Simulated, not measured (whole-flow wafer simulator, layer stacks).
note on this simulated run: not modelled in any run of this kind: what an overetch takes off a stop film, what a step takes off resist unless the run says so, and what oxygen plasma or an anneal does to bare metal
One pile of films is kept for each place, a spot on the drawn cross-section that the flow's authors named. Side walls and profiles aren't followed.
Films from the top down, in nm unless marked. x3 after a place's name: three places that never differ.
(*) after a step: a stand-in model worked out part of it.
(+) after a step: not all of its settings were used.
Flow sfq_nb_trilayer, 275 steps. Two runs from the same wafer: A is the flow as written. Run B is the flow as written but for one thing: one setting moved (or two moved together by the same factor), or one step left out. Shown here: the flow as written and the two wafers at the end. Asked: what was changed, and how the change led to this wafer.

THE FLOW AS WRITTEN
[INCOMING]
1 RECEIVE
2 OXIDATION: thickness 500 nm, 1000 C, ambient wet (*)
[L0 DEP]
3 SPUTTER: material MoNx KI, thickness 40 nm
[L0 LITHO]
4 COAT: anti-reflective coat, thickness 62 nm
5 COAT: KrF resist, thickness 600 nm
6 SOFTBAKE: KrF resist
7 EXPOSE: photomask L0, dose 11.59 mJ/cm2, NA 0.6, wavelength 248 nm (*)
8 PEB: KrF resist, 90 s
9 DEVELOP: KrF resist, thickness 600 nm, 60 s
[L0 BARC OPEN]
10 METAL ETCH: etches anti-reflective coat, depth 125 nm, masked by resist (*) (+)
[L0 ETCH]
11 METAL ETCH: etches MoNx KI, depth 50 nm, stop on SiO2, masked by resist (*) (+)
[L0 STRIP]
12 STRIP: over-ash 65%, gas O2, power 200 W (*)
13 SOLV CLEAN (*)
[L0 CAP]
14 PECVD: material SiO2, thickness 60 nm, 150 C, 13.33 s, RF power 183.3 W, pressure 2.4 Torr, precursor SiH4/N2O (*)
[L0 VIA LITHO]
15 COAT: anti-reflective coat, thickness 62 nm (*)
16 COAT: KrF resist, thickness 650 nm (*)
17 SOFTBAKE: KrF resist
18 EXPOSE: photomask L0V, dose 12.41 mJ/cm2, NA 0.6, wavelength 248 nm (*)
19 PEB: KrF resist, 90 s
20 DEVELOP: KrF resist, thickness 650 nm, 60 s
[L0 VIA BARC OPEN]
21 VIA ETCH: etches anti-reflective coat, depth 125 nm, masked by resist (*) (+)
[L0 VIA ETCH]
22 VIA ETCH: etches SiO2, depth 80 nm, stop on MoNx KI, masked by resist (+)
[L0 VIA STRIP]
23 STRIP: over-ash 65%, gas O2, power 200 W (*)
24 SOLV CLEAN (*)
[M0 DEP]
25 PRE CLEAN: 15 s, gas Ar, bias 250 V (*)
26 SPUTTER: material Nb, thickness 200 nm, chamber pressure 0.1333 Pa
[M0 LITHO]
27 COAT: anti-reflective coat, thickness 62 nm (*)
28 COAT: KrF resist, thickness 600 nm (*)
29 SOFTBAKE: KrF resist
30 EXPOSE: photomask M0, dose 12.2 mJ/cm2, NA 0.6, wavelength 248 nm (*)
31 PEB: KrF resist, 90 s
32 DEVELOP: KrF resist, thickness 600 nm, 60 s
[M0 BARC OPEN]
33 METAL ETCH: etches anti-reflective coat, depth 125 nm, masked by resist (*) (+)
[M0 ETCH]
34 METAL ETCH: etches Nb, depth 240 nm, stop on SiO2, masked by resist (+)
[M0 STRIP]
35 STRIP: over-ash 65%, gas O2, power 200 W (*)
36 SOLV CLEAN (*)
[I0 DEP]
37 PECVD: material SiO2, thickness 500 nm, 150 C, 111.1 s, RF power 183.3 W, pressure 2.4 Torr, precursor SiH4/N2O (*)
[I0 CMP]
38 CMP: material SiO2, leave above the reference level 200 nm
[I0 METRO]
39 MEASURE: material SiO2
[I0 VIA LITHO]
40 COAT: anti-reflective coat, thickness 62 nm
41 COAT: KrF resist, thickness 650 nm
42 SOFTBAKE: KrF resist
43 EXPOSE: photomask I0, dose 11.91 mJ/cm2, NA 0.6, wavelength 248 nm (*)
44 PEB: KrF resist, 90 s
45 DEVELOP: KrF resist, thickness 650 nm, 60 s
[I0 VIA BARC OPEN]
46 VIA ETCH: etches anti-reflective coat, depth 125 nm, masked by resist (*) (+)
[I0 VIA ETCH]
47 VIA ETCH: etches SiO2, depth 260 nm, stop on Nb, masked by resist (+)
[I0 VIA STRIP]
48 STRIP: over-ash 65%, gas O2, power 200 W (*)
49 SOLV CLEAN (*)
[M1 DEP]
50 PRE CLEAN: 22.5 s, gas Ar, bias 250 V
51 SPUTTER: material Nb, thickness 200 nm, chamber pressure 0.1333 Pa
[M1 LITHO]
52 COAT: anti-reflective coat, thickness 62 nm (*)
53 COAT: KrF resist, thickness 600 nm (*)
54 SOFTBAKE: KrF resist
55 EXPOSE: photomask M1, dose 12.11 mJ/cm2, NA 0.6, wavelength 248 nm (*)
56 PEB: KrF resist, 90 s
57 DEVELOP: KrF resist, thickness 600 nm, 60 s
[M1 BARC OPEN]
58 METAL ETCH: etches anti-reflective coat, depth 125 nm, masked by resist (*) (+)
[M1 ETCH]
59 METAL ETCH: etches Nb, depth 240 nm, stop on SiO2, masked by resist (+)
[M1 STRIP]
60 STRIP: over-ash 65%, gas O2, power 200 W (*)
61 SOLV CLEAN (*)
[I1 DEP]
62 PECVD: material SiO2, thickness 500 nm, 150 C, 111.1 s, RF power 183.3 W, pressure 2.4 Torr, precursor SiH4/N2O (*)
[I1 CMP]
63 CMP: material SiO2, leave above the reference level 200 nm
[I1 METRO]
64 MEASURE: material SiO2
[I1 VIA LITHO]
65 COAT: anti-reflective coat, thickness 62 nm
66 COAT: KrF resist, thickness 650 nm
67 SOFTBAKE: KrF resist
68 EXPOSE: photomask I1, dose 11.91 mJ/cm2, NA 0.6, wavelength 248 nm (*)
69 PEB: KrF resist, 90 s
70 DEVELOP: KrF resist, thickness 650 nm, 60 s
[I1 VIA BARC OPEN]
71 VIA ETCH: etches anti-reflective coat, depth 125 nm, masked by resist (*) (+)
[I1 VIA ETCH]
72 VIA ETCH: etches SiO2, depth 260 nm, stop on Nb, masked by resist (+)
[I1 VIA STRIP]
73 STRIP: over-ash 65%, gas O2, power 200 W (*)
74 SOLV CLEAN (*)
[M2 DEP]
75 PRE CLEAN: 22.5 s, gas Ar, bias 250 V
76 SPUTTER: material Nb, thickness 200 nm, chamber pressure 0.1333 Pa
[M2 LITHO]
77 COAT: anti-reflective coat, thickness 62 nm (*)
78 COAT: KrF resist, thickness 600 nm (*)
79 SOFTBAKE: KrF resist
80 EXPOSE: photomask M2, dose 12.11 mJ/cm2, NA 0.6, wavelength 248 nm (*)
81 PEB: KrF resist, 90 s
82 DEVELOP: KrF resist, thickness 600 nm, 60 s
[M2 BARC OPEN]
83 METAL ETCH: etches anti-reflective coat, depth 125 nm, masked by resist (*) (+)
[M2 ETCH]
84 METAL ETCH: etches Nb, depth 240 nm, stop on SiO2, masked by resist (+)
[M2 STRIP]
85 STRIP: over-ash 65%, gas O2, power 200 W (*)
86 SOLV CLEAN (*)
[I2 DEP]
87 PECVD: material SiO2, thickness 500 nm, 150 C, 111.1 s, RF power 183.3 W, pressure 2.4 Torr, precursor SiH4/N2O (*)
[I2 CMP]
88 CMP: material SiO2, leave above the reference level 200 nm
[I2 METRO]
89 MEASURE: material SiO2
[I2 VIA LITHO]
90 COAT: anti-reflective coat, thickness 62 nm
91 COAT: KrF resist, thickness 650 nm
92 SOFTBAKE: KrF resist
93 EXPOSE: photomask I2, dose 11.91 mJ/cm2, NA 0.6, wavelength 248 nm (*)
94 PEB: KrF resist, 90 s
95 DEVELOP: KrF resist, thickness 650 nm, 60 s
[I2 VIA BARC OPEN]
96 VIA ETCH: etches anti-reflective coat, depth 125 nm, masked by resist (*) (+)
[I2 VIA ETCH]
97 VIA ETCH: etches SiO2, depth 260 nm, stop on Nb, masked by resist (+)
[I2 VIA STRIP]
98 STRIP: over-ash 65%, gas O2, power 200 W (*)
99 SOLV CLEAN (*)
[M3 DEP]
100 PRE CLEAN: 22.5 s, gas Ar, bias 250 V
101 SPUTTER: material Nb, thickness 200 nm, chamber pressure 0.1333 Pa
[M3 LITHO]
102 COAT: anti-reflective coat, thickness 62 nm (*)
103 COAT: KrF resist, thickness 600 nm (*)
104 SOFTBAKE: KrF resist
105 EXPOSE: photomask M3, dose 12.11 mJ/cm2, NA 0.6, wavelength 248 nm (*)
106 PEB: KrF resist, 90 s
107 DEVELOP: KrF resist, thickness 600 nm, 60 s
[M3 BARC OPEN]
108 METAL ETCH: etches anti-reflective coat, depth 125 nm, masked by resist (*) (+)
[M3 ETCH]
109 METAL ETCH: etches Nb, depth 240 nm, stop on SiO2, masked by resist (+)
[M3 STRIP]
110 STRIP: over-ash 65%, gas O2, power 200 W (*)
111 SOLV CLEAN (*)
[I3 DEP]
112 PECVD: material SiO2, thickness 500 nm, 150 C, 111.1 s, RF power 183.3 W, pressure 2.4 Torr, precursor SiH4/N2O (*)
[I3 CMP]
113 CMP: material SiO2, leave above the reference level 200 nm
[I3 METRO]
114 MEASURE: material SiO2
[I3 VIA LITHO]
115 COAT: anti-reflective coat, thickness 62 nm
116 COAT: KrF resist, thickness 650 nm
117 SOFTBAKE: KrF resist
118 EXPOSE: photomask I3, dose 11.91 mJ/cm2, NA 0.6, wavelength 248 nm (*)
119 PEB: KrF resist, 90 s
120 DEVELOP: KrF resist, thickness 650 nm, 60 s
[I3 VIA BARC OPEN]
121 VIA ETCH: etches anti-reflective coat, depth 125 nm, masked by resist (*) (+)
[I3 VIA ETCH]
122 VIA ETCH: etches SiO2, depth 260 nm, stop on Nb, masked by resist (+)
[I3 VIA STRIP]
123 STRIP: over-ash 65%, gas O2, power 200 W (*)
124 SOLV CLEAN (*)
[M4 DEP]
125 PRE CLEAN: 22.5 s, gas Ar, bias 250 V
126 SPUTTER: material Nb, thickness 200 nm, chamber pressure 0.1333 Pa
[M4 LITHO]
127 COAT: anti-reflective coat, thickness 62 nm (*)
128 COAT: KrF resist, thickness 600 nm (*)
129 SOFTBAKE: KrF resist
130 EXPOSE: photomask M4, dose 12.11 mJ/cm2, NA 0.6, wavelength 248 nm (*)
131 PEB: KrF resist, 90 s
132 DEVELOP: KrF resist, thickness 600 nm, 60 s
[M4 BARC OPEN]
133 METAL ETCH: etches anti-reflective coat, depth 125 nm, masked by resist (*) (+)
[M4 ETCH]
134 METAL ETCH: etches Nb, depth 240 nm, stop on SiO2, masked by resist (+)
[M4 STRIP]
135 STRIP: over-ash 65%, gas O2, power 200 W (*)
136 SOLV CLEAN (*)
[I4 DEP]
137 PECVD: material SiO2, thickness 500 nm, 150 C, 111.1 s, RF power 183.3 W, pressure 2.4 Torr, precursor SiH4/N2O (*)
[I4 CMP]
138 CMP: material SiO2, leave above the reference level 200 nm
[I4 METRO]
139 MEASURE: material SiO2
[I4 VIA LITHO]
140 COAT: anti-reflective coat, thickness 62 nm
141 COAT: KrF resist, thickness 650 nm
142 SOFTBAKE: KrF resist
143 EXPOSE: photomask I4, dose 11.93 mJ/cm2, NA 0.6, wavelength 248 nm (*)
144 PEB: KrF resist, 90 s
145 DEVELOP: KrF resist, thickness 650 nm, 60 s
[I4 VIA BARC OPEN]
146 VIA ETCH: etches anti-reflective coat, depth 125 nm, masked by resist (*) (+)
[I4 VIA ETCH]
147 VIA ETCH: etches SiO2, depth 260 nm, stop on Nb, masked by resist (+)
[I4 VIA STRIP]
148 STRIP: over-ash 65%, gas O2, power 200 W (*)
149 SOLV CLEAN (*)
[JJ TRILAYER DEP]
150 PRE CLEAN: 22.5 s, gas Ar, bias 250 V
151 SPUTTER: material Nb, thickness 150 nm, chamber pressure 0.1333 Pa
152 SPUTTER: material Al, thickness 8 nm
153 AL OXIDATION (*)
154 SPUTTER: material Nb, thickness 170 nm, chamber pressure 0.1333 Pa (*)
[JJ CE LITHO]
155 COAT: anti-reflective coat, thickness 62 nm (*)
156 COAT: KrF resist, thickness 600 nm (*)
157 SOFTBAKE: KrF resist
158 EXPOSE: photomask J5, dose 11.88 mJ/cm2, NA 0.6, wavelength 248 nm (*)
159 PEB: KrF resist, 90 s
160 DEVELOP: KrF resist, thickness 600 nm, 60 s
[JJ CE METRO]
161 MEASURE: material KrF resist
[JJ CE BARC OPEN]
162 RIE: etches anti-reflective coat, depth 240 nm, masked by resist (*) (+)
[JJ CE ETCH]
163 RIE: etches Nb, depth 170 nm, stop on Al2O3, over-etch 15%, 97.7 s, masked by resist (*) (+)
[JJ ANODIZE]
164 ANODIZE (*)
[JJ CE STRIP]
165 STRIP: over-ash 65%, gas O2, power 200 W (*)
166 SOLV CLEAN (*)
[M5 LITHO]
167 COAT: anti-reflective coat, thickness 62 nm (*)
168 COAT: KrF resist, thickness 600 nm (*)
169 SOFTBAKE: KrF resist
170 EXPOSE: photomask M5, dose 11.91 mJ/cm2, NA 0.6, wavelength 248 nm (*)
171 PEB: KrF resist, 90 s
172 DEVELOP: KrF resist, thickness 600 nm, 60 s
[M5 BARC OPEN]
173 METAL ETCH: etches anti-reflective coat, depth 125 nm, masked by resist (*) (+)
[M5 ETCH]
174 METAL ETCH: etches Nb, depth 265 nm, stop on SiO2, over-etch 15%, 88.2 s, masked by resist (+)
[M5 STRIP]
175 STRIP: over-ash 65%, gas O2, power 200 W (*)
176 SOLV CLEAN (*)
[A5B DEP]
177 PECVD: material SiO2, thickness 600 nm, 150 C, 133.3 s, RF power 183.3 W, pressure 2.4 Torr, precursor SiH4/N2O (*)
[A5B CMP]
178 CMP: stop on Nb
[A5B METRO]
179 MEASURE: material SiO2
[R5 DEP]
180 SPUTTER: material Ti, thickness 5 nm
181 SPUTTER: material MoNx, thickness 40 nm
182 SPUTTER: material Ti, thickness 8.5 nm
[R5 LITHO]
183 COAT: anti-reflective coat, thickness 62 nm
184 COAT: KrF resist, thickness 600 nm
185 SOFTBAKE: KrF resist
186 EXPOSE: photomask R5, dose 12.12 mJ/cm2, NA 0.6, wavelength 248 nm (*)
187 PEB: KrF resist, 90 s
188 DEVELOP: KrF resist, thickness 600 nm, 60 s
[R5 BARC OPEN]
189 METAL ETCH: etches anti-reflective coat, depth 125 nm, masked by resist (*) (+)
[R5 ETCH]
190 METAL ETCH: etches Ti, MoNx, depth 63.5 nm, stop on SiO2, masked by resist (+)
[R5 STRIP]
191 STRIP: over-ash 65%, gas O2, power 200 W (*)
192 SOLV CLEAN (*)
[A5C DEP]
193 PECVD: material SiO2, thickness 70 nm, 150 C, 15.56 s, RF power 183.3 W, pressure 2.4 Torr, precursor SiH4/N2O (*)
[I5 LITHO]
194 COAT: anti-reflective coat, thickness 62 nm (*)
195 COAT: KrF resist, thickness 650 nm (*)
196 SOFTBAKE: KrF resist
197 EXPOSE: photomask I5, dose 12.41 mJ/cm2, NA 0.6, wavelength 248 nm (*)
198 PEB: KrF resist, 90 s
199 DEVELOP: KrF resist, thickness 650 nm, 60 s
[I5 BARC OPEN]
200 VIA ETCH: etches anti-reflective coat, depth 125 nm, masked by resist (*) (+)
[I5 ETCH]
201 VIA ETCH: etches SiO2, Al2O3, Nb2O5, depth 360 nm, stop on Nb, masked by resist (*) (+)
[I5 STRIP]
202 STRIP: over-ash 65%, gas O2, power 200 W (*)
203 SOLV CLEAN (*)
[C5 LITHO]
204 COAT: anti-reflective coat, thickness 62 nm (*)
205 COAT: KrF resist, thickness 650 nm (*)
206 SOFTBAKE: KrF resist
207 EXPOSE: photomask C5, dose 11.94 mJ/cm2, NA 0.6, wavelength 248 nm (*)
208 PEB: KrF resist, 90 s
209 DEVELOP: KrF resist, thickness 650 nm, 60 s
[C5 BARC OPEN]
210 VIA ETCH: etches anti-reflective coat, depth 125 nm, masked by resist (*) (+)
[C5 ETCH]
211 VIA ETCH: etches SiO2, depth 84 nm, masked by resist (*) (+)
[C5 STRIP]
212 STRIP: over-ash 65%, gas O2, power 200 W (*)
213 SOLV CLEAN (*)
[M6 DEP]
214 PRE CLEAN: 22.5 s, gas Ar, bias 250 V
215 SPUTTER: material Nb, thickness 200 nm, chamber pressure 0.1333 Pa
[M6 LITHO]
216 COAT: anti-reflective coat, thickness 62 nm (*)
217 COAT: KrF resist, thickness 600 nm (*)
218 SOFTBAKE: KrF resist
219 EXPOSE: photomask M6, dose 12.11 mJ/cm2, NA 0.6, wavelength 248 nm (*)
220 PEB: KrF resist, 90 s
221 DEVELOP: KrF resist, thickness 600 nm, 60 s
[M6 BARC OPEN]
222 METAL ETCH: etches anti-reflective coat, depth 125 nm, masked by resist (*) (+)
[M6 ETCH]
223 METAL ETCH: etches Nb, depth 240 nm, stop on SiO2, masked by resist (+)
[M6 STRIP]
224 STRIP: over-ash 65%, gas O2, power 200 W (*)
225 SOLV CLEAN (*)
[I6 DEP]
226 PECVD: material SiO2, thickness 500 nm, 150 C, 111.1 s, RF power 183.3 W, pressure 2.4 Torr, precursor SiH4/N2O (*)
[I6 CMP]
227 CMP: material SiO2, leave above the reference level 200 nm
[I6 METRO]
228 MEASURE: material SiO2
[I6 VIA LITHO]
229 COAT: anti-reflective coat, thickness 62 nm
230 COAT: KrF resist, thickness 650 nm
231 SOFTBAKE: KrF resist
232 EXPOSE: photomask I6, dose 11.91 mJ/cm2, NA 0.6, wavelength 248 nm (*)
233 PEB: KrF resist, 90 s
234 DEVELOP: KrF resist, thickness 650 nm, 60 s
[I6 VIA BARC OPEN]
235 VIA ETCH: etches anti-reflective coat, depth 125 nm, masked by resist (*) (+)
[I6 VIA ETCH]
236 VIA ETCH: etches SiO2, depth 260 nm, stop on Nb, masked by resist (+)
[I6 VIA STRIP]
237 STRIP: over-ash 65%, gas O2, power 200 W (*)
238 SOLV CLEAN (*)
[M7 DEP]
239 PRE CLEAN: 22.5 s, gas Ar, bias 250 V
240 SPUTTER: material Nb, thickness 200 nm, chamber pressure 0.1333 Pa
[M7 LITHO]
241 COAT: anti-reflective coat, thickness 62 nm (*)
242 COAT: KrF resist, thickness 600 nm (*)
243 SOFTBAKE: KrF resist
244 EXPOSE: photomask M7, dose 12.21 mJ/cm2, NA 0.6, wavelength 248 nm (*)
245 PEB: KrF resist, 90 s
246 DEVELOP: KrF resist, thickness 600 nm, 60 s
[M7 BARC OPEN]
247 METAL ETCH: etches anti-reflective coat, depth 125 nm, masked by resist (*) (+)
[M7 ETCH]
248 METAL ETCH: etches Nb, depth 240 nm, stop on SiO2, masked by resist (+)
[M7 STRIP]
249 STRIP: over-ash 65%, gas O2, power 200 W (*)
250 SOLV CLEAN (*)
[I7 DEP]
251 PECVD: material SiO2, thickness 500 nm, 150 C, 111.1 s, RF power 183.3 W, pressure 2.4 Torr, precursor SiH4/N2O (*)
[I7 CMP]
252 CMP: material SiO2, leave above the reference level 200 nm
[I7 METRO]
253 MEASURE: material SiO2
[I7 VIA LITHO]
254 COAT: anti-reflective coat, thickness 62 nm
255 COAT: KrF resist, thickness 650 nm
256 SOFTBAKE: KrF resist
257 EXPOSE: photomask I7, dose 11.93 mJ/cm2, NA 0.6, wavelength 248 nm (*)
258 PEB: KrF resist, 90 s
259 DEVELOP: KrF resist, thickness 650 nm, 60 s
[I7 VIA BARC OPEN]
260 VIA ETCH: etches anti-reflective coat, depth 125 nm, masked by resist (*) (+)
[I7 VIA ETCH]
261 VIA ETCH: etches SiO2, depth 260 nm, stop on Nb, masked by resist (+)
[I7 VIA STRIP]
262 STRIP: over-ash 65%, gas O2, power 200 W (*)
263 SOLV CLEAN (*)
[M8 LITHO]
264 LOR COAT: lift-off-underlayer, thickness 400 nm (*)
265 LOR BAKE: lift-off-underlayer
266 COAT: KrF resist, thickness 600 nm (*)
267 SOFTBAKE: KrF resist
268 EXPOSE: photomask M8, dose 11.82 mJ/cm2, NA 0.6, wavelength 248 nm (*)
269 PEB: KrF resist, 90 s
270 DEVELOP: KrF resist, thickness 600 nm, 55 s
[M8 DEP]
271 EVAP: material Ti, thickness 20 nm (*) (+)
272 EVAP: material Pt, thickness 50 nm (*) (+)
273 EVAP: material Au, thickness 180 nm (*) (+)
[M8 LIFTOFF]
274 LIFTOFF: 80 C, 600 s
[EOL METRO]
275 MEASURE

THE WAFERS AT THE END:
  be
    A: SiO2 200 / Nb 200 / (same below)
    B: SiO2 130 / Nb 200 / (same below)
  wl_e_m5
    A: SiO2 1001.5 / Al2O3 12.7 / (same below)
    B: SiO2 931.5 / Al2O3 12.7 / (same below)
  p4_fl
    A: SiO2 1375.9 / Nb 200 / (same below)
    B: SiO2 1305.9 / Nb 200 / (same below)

The cause: step 252, CMP: leave above the reference level 130 nm was run, where the flow has leave above the reference level 200 nm.
It can be read off the wafer: be has SiO2 130, and step 252 as written asks for 200 nm.

How the change led to this, step by step:
  252 CMP: material SiO2, leave above the reference level 200 nm
      field_l, p4_fl, p4_fm and 56 more: A SiO2 -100 | B SiO2 -170
      v_sur, via_wl, via_w and 37 more: A SiO2 -300 | B SiO2 -370
      (and at 7 more places)
  261 VIA ETCH: etches SiO2, depth 260 nm, stop on Nb, masked by resist (+)
      field_l, v_sur, via_sp and 100 more: A KrF resist -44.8 | B KrF resist -33.6
      via_wl, via_w, via_wr: A SiO2 -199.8 (all of it) | B SiO2 -129.8 (all of it)
  262 STRIP: over-ash 65%, gas O2, power 200 W (*)
      field_l, v_sur, via_sp and 100 more: A KrF resist -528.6 (all of it), anti-reflective coat -62 (all of it) | B KrF resist -539.9 (all of it), anti-reflective coat -62 (all of it)
  264 LOR COAT: lift-off-underlayer, thickness 400 nm (*)
      via_wl, via_wr: A lift-off-underlayer +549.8 (new film) | B lift-off-underlayer +497.4 (new film)
      v_sur: A lift-off-underlayer +369.4 (new film) | B lift-off-underlayer +380.1 (new film)
      (and at 2 more places)
  266 COAT: KrF resist, thickness 600 nm (*)
      via_w: A KrF resist +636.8 (new film) | B KrF resist +623.9 (new film)
  270 DEVELOP: KrF resist, thickness 600 nm, 55 s
      v_sur: A KrF resist -607.3 (all of it), lift-off-underlayer -369.4 (all of it) | B KrF resist -604.3 (all of it), lift-off-underlayer -380.1 (all of it)
      via_wl: A KrF resist -623.9 (all of it), lift-off-underlayer -549.8 (all of it) | B KrF resist -615.1 (all of it), lift-off-underlayer -497.4 (all of it)
      (and at 3 more places)
